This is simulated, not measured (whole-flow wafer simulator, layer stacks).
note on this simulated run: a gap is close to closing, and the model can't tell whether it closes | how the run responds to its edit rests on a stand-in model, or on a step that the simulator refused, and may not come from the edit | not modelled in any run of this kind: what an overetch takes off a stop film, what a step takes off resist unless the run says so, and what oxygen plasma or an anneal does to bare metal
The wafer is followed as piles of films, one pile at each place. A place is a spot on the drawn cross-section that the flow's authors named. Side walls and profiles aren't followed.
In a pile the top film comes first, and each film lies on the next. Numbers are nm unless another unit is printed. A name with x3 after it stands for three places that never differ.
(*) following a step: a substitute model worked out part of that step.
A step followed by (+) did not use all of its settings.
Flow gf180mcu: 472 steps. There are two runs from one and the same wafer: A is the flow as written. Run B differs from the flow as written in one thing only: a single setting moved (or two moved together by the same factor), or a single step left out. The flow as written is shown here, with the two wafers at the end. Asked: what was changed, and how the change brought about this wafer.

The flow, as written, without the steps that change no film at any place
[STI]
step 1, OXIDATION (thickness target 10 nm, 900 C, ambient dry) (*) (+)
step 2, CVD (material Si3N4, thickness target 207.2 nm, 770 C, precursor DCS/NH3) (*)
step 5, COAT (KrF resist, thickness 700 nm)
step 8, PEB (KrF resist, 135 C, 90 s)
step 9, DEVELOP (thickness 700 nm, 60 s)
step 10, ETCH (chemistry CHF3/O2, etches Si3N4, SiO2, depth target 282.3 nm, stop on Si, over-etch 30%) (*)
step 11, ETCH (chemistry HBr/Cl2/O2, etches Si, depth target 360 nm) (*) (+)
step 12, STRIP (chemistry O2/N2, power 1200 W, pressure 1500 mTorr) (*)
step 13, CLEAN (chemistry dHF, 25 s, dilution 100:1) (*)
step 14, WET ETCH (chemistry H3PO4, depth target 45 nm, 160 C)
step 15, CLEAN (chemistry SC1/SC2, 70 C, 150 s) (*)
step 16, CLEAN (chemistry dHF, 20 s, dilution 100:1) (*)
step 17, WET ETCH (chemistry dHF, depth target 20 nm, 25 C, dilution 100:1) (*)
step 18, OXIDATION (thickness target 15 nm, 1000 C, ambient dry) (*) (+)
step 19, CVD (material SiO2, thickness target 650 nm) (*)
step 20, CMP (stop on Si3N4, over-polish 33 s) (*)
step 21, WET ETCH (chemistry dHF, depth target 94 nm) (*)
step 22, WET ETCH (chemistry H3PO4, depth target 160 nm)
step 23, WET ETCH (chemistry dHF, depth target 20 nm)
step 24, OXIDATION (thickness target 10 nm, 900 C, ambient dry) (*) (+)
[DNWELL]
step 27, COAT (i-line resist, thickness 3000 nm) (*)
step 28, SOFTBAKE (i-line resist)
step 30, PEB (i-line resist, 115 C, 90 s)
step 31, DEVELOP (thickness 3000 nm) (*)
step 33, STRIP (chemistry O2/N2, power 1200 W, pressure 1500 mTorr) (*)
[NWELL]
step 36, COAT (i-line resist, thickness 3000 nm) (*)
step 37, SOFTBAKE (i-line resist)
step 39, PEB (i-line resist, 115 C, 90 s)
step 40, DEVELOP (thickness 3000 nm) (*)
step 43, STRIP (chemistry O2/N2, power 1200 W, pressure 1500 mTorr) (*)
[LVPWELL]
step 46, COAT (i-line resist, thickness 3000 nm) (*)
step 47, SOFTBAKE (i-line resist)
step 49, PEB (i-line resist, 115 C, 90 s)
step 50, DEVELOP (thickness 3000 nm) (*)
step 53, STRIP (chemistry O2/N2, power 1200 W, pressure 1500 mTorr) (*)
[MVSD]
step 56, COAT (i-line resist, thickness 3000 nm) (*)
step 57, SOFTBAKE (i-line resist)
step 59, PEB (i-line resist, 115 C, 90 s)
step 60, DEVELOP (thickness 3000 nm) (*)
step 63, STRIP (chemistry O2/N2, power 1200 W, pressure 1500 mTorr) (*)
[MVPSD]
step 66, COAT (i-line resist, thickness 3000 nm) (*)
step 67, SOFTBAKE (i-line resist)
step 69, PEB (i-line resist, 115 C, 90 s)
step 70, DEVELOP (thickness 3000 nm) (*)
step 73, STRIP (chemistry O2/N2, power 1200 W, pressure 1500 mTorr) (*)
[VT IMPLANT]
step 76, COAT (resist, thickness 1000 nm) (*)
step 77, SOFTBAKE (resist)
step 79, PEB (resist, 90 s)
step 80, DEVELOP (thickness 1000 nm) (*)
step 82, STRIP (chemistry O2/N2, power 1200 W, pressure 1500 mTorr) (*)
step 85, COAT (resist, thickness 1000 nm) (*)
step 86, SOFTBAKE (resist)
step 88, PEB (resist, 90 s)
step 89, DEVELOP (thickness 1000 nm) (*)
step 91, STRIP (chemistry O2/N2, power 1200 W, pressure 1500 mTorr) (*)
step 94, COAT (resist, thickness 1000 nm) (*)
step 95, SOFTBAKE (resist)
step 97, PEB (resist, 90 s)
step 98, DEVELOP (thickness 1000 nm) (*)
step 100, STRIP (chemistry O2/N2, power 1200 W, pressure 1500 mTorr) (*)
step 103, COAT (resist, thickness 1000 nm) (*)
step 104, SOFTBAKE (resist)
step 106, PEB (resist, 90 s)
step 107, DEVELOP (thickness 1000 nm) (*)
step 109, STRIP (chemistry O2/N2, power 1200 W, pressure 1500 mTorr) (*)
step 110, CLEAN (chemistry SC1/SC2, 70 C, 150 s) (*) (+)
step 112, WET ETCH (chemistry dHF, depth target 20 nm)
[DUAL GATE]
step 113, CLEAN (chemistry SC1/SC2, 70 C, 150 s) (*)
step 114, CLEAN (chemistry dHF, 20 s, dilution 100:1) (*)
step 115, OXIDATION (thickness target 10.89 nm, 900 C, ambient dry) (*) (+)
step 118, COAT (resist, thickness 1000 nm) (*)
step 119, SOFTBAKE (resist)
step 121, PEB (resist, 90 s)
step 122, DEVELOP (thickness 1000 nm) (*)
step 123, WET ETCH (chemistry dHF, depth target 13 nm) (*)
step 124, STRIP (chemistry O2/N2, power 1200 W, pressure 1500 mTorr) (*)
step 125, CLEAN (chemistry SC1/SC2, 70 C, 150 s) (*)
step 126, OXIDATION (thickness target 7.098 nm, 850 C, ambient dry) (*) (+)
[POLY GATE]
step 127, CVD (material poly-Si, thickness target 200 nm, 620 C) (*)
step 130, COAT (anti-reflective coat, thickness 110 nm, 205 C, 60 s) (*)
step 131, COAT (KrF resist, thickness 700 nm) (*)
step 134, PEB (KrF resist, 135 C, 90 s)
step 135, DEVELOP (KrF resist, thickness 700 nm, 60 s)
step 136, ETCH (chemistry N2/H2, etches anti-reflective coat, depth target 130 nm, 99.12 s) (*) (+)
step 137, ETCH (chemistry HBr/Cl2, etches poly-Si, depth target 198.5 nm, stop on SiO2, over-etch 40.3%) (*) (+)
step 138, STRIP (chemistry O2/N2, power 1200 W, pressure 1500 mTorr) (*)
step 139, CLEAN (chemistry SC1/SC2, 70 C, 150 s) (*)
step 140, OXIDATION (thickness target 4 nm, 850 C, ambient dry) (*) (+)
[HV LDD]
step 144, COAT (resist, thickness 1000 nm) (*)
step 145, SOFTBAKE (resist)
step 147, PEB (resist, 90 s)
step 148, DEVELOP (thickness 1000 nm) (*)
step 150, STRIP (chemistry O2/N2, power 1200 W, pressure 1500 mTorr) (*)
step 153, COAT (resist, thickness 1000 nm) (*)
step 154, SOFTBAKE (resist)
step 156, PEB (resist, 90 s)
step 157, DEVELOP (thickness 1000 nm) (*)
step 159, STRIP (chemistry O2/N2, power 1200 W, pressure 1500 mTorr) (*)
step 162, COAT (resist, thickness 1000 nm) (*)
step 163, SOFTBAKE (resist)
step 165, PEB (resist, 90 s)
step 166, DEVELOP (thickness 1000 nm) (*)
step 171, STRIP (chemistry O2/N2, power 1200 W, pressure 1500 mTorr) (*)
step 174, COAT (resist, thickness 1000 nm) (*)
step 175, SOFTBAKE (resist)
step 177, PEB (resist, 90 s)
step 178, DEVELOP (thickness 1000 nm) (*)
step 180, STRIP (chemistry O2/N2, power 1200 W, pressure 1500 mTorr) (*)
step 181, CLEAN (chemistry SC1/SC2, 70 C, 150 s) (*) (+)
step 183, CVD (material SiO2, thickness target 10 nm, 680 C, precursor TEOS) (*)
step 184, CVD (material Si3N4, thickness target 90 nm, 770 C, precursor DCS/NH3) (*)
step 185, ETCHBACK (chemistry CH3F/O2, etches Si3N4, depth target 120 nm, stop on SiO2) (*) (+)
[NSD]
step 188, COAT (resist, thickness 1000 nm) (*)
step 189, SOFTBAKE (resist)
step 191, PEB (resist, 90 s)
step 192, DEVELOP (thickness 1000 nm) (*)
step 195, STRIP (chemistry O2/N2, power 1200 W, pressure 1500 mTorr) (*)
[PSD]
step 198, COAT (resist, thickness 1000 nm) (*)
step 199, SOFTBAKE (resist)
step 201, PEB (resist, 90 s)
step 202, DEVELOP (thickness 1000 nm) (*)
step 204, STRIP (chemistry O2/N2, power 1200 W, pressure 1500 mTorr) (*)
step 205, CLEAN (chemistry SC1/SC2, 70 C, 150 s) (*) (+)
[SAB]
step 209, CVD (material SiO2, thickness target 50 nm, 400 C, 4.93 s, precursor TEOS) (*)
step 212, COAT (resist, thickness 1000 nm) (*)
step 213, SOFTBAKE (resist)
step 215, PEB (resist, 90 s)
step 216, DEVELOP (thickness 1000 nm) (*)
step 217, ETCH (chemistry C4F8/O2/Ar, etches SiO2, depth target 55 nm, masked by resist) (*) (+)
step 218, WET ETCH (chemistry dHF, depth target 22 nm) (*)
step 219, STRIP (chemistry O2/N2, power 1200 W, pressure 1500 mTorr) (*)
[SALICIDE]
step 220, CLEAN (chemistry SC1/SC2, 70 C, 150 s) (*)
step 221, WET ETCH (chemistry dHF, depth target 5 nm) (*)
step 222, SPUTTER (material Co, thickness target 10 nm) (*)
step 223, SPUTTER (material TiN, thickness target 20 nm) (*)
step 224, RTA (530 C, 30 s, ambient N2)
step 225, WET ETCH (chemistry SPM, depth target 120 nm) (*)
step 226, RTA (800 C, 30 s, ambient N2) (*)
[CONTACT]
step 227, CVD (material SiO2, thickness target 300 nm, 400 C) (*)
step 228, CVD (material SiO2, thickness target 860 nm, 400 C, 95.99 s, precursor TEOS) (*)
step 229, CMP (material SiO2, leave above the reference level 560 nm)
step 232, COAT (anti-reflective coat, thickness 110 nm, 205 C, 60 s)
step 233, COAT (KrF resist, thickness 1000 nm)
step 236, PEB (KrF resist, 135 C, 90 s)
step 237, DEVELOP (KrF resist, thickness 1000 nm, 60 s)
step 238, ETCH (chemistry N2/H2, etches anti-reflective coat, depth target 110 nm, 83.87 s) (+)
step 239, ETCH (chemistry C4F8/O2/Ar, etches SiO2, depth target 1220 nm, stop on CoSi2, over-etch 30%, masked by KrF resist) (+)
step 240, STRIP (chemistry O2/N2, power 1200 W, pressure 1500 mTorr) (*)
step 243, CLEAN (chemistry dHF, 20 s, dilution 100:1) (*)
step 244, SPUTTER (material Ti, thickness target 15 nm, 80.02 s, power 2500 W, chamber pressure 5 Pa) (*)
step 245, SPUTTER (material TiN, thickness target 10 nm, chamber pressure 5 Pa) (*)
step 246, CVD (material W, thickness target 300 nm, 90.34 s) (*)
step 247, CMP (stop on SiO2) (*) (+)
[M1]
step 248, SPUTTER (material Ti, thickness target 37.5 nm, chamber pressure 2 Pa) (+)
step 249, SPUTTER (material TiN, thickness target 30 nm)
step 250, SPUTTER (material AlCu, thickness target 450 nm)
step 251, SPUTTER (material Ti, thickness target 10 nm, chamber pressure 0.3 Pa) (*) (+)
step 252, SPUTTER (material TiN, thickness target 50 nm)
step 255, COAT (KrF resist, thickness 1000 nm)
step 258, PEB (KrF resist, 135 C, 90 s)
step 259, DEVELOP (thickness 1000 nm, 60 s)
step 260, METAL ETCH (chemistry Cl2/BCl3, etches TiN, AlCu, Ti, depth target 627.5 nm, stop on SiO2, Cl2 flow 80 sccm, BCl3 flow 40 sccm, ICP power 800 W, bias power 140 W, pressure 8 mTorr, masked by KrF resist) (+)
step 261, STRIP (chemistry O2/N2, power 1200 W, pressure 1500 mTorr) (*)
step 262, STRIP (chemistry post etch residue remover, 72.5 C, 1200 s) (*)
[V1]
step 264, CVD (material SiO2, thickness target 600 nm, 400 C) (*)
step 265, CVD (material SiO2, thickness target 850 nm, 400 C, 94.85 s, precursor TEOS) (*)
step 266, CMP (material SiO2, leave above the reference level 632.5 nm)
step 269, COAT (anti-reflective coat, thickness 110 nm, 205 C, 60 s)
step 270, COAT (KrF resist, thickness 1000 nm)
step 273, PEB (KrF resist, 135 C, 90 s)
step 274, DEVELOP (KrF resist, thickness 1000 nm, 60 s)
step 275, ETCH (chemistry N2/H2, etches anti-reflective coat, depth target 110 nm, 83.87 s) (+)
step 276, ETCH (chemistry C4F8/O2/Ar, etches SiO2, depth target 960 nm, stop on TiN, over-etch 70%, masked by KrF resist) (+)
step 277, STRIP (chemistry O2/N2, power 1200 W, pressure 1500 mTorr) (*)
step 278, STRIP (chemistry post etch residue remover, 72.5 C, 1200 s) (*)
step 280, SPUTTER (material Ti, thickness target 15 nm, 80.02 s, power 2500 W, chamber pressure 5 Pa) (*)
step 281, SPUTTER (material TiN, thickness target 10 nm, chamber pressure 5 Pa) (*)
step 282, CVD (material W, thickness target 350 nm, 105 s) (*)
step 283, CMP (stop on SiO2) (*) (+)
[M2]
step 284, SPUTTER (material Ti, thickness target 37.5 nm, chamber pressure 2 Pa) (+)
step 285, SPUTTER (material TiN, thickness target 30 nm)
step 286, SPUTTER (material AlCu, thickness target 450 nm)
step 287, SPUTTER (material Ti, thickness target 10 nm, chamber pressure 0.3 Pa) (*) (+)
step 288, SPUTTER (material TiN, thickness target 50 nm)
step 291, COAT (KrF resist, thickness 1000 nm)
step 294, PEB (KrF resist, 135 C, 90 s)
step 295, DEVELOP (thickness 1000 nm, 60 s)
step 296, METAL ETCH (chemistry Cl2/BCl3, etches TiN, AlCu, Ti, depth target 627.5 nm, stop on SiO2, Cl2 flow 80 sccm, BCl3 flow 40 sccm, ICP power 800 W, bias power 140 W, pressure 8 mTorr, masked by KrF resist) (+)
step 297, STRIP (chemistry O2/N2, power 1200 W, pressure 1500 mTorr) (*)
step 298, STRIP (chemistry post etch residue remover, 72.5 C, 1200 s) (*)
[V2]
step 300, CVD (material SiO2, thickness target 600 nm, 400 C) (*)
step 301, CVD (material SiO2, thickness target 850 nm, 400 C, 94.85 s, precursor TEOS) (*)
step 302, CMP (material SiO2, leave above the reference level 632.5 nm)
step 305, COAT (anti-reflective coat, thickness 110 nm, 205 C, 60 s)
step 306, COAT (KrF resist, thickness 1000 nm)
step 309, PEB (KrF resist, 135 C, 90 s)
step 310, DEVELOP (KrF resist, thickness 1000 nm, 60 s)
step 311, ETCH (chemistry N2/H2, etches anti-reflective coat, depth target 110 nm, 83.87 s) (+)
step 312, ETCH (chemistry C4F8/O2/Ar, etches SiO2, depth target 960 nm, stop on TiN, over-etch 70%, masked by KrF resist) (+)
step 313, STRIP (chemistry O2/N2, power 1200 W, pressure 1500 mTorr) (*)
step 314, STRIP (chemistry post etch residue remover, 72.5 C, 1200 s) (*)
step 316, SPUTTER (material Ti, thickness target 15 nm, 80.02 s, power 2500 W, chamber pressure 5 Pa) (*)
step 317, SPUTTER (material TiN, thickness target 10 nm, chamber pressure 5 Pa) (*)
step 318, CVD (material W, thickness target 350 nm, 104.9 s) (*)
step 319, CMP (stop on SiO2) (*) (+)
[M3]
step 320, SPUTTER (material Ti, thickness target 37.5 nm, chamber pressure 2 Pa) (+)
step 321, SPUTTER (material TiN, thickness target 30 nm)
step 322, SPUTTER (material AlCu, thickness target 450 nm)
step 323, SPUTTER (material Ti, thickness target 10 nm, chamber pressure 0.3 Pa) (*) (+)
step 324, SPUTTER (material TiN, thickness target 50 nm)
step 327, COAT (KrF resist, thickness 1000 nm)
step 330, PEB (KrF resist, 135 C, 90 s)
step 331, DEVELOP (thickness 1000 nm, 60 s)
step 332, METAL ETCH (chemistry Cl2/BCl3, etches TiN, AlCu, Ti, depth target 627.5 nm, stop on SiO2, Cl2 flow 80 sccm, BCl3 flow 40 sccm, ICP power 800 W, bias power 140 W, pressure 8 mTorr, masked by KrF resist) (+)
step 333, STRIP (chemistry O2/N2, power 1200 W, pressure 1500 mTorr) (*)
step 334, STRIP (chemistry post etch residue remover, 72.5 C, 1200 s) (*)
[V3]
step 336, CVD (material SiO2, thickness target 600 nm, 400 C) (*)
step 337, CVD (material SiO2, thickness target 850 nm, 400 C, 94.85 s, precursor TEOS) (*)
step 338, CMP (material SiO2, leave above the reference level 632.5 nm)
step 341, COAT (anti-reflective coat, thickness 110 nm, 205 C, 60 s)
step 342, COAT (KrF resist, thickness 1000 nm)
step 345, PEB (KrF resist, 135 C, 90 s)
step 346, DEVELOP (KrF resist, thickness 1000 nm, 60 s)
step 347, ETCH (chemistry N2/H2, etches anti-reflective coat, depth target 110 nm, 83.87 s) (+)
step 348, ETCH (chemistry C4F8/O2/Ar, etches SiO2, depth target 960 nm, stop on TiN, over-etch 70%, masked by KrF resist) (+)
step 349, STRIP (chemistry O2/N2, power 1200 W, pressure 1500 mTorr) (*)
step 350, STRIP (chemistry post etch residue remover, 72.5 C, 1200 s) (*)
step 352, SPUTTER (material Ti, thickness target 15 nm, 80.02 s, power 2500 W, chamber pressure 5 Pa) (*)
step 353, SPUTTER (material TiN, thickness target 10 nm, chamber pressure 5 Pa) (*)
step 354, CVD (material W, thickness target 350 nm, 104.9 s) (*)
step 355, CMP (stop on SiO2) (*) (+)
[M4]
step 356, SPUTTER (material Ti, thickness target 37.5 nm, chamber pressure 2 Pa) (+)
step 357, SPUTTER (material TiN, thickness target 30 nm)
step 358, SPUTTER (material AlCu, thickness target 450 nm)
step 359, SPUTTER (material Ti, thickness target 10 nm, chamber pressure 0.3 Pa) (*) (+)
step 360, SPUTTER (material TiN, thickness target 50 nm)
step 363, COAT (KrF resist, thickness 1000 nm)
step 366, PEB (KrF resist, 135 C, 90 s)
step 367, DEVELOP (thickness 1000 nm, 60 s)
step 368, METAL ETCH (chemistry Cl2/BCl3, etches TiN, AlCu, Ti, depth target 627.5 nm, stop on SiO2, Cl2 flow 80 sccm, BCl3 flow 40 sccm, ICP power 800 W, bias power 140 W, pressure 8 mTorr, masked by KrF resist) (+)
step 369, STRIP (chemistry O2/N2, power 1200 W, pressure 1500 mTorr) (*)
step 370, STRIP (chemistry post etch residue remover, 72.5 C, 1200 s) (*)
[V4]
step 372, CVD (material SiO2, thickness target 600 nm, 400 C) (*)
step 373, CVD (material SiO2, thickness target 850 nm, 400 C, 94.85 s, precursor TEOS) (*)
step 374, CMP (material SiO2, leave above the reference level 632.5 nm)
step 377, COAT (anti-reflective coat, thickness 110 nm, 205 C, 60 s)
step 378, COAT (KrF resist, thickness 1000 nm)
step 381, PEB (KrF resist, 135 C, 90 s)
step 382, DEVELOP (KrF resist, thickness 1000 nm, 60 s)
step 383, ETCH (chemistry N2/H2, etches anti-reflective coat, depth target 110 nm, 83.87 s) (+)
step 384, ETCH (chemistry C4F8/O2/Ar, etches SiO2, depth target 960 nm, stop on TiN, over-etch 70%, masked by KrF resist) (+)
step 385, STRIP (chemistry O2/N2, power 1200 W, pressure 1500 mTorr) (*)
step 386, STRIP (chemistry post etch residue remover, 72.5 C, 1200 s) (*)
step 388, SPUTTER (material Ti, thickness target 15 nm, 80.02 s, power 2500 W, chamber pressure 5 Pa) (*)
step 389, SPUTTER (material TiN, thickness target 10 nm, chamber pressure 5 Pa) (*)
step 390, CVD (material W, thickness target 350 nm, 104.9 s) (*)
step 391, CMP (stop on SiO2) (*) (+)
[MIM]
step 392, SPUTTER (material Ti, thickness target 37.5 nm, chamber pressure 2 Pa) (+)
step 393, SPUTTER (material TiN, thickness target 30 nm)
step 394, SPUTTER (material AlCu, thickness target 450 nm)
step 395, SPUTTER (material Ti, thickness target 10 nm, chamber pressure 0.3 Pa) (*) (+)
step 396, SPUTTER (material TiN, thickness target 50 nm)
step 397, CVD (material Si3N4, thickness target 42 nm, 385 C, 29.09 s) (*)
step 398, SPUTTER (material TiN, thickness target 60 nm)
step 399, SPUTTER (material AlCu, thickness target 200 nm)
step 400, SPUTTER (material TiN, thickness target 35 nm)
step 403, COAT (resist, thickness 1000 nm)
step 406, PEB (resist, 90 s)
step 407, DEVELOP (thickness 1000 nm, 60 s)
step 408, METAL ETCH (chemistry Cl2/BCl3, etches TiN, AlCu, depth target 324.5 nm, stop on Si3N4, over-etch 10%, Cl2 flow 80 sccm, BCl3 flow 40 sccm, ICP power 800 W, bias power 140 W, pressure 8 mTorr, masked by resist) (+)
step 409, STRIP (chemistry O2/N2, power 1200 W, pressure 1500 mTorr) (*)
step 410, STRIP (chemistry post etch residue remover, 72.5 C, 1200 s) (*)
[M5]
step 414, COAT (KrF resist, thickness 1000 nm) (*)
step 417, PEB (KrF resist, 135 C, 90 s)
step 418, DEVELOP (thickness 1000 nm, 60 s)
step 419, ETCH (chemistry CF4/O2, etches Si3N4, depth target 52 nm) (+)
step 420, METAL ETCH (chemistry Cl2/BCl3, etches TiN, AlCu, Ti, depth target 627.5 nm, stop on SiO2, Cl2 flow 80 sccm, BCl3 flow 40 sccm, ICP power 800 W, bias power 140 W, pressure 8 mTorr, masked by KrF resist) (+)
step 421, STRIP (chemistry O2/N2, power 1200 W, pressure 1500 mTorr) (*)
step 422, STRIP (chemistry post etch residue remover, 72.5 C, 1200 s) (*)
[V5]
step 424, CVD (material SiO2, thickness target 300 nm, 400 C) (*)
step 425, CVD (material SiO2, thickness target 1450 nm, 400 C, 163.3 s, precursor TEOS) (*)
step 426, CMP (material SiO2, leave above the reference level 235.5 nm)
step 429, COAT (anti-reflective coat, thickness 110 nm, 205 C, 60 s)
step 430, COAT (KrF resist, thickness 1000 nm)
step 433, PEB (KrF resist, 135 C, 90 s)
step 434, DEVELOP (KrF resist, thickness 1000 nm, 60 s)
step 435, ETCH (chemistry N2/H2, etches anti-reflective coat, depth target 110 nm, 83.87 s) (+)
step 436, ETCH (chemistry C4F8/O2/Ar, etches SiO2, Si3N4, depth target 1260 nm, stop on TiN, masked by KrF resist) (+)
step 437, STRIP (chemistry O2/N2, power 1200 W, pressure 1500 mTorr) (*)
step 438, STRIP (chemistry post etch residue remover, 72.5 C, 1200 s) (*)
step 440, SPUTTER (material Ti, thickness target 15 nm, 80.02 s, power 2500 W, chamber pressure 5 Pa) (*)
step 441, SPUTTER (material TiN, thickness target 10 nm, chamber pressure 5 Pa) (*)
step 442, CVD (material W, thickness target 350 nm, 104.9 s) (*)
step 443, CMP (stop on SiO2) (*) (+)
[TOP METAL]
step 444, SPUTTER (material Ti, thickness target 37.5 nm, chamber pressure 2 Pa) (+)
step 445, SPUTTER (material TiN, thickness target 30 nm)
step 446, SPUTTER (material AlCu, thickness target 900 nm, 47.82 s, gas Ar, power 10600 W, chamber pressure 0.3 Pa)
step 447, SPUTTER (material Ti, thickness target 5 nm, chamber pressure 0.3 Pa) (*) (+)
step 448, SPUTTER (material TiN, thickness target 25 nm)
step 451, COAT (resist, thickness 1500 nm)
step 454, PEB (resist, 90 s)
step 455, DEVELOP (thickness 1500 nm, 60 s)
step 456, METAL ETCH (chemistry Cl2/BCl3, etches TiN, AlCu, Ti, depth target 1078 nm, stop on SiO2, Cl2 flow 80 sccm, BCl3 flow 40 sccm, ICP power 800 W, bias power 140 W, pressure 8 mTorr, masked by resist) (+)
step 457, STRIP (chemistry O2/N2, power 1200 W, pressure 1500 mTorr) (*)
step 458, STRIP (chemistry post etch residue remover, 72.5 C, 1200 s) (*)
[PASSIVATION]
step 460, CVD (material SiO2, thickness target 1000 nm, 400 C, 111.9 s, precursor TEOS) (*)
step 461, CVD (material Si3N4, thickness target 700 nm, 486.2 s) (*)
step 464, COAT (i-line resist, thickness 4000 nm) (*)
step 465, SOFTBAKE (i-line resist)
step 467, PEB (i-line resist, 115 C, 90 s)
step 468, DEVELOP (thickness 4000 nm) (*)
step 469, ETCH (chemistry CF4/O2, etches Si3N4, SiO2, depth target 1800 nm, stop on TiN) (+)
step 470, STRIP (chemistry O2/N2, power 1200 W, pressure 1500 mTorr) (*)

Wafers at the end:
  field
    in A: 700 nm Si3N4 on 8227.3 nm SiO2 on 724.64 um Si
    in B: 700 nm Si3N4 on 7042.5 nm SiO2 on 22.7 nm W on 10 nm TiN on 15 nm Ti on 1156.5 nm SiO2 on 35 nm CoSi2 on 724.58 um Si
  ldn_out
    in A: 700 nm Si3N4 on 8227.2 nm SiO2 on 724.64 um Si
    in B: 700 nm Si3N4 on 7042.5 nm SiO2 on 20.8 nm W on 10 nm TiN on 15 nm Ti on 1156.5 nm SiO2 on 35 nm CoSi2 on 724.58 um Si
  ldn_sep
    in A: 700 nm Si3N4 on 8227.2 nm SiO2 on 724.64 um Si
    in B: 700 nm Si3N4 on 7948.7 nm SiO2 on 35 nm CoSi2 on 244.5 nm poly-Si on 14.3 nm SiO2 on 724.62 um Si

Cause: step 19, CVD: material SiO2, thickness target 650 nm (*), was not run.

How this came from the change, step by step:
  step 20, CMP (stop on Si3N4, over-polish 33 s) (*)
      active, n_well, p_well and 40 more: A SiO2 loses 650 (all of it), Si3N4 loses 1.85 | B Si3N4 loses 1.85
      sti, mim_1p0, pad and 11 more: A SiO2 loses 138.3 | B nothing
      (also at 23 further places)
  step 21, WET ETCH (chemistry dHF, depth target 94 nm) (*)
      field, field_sub, sti and 34 more: A SiO2 loses 94 | B SiO2 loses 15 (all of it)
      active, n_well, p_well and 40 more: A Si3N4 loses 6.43 | B Si3N4 loses 8.33
  step 22, WET ETCH (chemistry H3PO4, depth target 160 nm)
      field, field_sub, sti and 34 more: A SiO2 loses 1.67 | B Si loses 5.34
  step 23, WET ETCH (chemistry dHF, depth target 20 nm)
      field, field_sub, sti and 34 more: A SiO2 loses 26 | B nothing
  step 24, OXIDATION (thickness target 10 nm, 900 C, ambient dry) (*) (+)
      sti, m1, mim_1p0 and 24 more: A SiO2 gains 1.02, Si loses 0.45 | B SiO2 gains 10 (new film), Si loses 4.4
      field_sub, npoly_u, ppoly_u, ppoly_sal, m1_nw: A SiO2 gains 1.03, Si loses 0.45 | B SiO2 gains 10 (new film), Si loses 4.4
      (also at 5 further places)
  step 27, COAT (i-line resist, thickness 3000 nm) (*)
      p_well, spacer, sd_n: A i-line resist gains 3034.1 (new film) | B i-line resist gains 2645.8 (new film)
      field: A i-line resist gains 2988.1 (new film) | B i-line resist gains 3169.9 (new film)
      (also at 70 further places)
  step 28, SOFTBAKE (i-line resist)
      field: A i-line resist gains 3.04 | B i-line resist loses 32.6
      field_sub: A i-line resist gains 2.58 | B i-line resist loses 27.1
      (also at 75 further places)
  step 30, PEB (i-line resist, 115 C, 90 s)
      active_nat, gate_nat, ld_sd_n and 6 more: A i-line resist loses 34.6 | B i-line resist loses 30.7
      ldn_fp, ldn_dft, ldn_out and 6 more: A i-line resist loses 34.2 | B i-line resist loses 35
      (also at 58 further places)
  step 31, DEVELOP (thickness 3000 nm) (*)
      field_sub__w2: A i-line resist loses 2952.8 (all of it) | B i-line resist loses 3090.9 (all of it)
      field_sub__w3: A i-line resist loses 2952.8 (all of it) | B i-line resist loses 3099.7 (all of it)
      (also at 19 further places)
  step 33, STRIP (chemistry O2/N2, power 1200 W, pressure 1500 mTorr) (*)
      p_well, spacer, sd_n: A i-line resist loses 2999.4 (all of it) | B i-line resist loses 2617 (all of it)
      ld_sd_n, ld_acc_n: A i-line resist loses 2987.1 (all of it) | B i-line resist loses 2742 (all of it)
      (also at 49 further places)
  step 36, COAT (i-line resist, thickness 3000 nm) (*)
      p_well, spacer, sd_n: A i-line resist gains 3034.1 (new film) | B i-line resist gains 2645.8 (new film)
      field: A i-line resist gains 2988.1 (new film) | B i-line resist gains 3169.9 (new film)
      (also at 70 further places)
  step 37, SOFTBAKE (i-line resist)
      field: A i-line resist gains 3.04 | B i-line resist loses 32.6
      field_sub: A i-line resist gains 2.58 | B i-line resist loses 27.1
      (also at 75 further places)
  step 39, PEB (i-line resist, 115 C, 90 s)
      active_nat, gate_nat, ld_sd_n and 6 more: A i-line resist loses 34.6 | B i-line resist loses 30.7
      ldn_fp, ldn_dft, ldn_out and 6 more: A i-line resist loses 34.2 | B i-line resist loses 35
      (also at 58 further places)
  step 40, DEVELOP (thickness 3000 nm) (*)
      n_well: A i-line resist loses 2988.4 (all of it) | B i-line resist loses 2729.1 (all of it)
      sd_p: A i-line resist loses 2988 (all of it) | B i-line resist loses 2731 (all of it)
      (also at 18 further places)
  step 43, STRIP (chemistry O2/N2, power 1200 W, pressure 1500 mTorr) (*)
      p_well, spacer, sd_n: A i-line resist loses 2999.4 (all of it) | B i-line resist loses 2617 (all of it)
      ld_sd_n, ld_acc_n: A i-line resist loses 2987.1 (all of it) | B i-line resist loses 2742 (all of it)
      (also at 50 further places)
  step 46, COAT (i-line resist, thickness 3000 nm) (*)
      p_well, spacer, sd_n: A i-line resist gains 3034.1 (new film) | B i-line resist gains 2645.8 (new film)
      field: A i-line resist gains 2988.1 (new film) | B i-line resist gains 3169.9 (new film)
      (also at 70 further places)
  ... another 120 steps ...
  step 266, CMP (material SiO2, leave above the reference level 632.5 nm)
      field, field__w5, field__w7 and 18 more: A SiO2 loses 300 | B SiO2 loses 287.7
      field__w9: A SiO2 loses 300 | B SiO2 loses 290.3
      (also at 1 further place)
Taking metal films that touch as one body, field has 2 bodies (between them, from the top down: SiO2 1156.5); the flow as written gives 0 bodies.
Taking metal films that touch as one body, ldn_out has 2 bodies (between them, from the top down: SiO2 1156.5); the flow as written gives 0 bodies.
Taking metal films that touch as one body, ldn_sep has 1 body; the flow as written gives 0 bodies.
